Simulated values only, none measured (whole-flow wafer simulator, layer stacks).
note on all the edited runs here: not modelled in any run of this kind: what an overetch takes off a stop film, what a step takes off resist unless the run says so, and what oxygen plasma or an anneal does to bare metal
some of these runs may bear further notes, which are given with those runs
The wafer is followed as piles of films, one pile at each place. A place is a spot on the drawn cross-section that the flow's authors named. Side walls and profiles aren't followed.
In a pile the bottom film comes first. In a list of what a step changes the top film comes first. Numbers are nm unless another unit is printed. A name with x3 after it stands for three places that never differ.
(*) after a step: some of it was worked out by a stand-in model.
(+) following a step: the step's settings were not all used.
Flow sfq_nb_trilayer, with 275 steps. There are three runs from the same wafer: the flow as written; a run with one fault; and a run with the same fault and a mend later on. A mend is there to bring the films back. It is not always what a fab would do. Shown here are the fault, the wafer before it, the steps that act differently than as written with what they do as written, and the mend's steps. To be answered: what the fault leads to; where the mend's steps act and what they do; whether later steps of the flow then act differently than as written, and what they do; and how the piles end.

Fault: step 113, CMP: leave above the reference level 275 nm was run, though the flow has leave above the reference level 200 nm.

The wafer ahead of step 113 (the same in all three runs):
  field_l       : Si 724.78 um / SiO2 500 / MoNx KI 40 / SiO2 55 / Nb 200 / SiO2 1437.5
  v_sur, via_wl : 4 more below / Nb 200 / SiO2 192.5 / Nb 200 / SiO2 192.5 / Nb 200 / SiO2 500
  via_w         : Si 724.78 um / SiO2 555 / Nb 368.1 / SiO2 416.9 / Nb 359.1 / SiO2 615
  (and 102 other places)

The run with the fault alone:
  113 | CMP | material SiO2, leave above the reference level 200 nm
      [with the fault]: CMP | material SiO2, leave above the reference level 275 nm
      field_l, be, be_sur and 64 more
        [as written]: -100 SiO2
        [with the fault]: -25 SiO2
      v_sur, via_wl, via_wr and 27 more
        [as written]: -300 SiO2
        [with the fault]: -225 SiO2
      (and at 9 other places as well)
  Steps later in the flow that act otherwise than as written (4 more steps, not shown, differ only slightly: by at most 2% or 0.5 nm, whichever is larger):
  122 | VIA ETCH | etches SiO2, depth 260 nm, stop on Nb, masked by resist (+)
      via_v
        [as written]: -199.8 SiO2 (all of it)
        [with the fault]: -260 SiO2
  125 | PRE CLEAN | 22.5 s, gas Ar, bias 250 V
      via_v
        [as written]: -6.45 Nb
        [with the fault]: -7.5 SiO2
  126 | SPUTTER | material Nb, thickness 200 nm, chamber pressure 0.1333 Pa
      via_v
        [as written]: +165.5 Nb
        [with the fault]: +152.6 Nb (new film)
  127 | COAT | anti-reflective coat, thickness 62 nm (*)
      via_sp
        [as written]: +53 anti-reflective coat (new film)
        [with the fault]: +50.1 anti-reflective coat (new film)
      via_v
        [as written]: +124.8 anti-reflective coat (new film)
        [with the fault]: +128.6 anti-reflective coat (new film)
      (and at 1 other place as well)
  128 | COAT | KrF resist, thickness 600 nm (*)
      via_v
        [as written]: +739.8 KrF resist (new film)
        [with the fault]: +797.5 KrF resist (new film)
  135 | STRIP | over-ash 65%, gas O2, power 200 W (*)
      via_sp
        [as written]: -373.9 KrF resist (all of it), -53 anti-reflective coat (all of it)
        [with the fault]: -369.8 KrF resist (all of it), -50.1 anti-reflective coat (all of it)
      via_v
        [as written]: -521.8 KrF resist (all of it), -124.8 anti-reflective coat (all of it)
        [with the fault]: -579.3 KrF resist (all of it), -128.6 anti-reflective coat (all of it)
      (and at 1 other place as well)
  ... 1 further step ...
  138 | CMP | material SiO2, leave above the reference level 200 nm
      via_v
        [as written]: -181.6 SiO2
        [with the fault]: -157.1 SiO2
  The piles end different from the flow's at field_l, v_sur, via_wl and 103 more by more than 2% or 0.5 nm, whichever is larger.
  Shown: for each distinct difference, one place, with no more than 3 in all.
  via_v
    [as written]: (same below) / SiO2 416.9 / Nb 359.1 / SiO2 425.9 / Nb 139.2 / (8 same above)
    [with the fault]: (same below) / SiO2 416.9 / Nb 200 / SiO2 7.34 / Nb 152.6 / SiO2 500.1 / Nb 139.2 / (8 same above)
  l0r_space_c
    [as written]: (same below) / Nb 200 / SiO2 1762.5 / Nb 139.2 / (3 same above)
    [with the fault]: (same below) / Nb 200 / SiO2 1837.5 / Nb 139.2 / (3 same above)
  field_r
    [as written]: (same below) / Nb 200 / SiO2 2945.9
    [with the fault]: (same below) / Nb 200 / SiO2 3020.9

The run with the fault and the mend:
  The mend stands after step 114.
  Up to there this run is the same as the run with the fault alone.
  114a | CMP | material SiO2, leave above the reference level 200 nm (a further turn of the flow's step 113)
      field_l, v_sur, via_wl and 103 more
        -75 SiO2
  Every later step of the flow that is run acts as written at every place that is followed.
  At every place that both follow, the piles at the end match the flow's.
